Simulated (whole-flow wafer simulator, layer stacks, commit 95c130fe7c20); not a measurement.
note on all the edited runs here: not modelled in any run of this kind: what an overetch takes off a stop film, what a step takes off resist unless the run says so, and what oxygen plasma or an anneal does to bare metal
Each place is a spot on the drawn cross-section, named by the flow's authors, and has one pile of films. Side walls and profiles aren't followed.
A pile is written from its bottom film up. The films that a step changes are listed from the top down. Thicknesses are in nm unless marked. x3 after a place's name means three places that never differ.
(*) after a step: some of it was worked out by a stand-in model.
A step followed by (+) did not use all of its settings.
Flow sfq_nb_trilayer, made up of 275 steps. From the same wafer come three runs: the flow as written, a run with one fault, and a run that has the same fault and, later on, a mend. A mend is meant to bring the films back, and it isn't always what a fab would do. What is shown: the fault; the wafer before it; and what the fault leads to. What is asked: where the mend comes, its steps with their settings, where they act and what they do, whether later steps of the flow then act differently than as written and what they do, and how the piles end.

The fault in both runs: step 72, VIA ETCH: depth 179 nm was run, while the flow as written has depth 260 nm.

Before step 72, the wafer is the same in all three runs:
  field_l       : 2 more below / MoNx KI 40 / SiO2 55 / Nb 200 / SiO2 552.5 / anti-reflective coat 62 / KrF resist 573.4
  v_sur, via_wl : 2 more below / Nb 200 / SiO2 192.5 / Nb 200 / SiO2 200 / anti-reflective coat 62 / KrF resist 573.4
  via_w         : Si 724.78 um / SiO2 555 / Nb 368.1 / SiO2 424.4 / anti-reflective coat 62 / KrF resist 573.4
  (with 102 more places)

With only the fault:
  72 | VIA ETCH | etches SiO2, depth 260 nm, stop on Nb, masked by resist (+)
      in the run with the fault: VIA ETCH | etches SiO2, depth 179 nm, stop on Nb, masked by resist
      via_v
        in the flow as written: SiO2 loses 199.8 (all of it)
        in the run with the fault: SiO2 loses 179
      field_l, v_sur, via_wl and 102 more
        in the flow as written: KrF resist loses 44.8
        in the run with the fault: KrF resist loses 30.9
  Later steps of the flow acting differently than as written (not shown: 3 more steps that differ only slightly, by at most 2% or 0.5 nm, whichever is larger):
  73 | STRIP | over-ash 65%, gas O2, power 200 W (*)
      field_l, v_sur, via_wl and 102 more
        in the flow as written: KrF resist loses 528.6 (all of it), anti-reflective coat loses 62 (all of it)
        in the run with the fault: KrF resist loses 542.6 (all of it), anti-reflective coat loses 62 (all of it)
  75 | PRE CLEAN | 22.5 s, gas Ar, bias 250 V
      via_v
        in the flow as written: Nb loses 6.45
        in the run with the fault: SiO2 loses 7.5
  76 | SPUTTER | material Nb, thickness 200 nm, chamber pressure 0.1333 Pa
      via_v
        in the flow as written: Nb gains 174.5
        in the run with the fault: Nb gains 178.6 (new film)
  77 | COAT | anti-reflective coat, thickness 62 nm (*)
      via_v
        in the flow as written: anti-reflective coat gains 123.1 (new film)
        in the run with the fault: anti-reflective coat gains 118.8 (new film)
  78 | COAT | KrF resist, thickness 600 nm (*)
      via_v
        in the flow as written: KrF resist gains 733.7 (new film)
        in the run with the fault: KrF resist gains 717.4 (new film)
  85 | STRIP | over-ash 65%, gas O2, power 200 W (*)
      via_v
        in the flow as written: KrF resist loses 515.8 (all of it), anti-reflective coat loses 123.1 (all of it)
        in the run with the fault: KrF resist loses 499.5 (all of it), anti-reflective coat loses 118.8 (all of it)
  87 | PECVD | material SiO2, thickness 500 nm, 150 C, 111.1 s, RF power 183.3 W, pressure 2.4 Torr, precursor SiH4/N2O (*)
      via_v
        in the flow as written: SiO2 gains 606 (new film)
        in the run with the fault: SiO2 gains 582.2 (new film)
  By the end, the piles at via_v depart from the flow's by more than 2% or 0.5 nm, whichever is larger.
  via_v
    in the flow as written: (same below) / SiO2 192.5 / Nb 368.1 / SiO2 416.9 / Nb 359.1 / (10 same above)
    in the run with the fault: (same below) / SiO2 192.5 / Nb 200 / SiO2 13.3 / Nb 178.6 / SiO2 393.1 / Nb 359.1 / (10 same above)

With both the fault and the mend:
  After step 72 comes the mend.
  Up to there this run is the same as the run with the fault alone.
  72a | VIA ETCH | etches SiO2, depth 81 nm, stop on Nb, masked by resist (+) (the flow's step 72, run once more with other settings)
      field_l, v_sur, via_wl and 102 more
        KrF resist loses 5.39
      via_v
        SiO2 loses 20.8 (all of it)
  None of the later steps of the flow differs from how it acts as written, at any place that is followed, by more than 2% or 0.5 nm, whichever is larger.
  By the end, the piles equal the flow's at every place that both follow.
